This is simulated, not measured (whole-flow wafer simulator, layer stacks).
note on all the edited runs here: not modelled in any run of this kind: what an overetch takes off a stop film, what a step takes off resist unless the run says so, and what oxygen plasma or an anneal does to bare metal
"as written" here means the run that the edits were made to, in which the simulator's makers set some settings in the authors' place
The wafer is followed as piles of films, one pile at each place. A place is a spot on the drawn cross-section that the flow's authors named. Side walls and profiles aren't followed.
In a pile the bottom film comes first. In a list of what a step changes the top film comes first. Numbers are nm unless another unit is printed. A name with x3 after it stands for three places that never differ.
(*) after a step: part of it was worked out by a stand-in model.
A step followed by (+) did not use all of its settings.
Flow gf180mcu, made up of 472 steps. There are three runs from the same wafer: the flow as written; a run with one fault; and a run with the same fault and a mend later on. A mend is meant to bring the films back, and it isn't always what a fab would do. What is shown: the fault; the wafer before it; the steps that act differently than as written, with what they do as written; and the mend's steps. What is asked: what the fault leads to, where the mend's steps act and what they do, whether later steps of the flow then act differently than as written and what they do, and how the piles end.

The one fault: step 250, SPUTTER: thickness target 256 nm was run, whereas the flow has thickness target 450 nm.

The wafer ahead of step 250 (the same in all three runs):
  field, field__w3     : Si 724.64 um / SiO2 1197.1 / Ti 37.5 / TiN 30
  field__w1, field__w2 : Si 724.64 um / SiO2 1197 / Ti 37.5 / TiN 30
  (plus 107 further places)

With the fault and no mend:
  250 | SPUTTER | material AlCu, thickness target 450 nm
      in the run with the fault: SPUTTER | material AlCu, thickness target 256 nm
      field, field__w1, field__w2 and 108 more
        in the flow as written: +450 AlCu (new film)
        in the run with the fault: +256 AlCu (new film)
  Steps further on in the flow that do not act as written:
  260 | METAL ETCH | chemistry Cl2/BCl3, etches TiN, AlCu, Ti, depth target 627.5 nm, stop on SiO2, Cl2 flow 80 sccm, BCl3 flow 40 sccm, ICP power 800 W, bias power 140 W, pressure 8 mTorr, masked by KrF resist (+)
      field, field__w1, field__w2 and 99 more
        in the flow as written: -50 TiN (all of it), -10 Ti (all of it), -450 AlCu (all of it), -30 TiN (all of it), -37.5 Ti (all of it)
        in the run with the fault: -50 TiN (all of it), -10 Ti (all of it), -256 AlCu (all of it), -30 TiN (all of it), -37.5 Ti (all of it)
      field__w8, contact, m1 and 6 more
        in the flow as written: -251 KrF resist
        in the run with the fault: -230.1 KrF resist
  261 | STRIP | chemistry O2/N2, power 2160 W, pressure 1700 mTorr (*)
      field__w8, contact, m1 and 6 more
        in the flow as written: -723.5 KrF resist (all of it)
        in the run with the fault: -744.4 KrF resist (all of it)
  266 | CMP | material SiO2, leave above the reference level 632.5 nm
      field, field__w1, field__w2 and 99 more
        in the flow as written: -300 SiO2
        in the run with the fault: -494 SiO2
  The piles end different from the flow's at field, field__w1, field__w2 and 109 more by more than 2% or 0.5 nm, whichever is larger.
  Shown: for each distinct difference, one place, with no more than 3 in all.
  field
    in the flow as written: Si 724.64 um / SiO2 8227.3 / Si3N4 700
    in the run with the fault: Si 724.64 um / SiO2 8033.3 / Si3N4 700
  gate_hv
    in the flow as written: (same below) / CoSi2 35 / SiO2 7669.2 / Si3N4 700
    in the run with the fault: (same below) / CoSi2 35 / SiO2 7475.2 / Si3N4 700
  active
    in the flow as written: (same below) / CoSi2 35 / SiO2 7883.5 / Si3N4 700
    in the run with the fault: (same below) / CoSi2 35 / SiO2 7689.5 / Si3N4 700

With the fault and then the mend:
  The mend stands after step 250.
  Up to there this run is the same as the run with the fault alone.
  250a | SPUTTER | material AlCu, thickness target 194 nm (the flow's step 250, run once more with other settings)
      field, field__w1, field__w2 and 108 more
        +194 AlCu
  Every later step of the flow that is run acts as written at every place that is followed.
  By the end, the piles equal the flow's at every place that both follow.
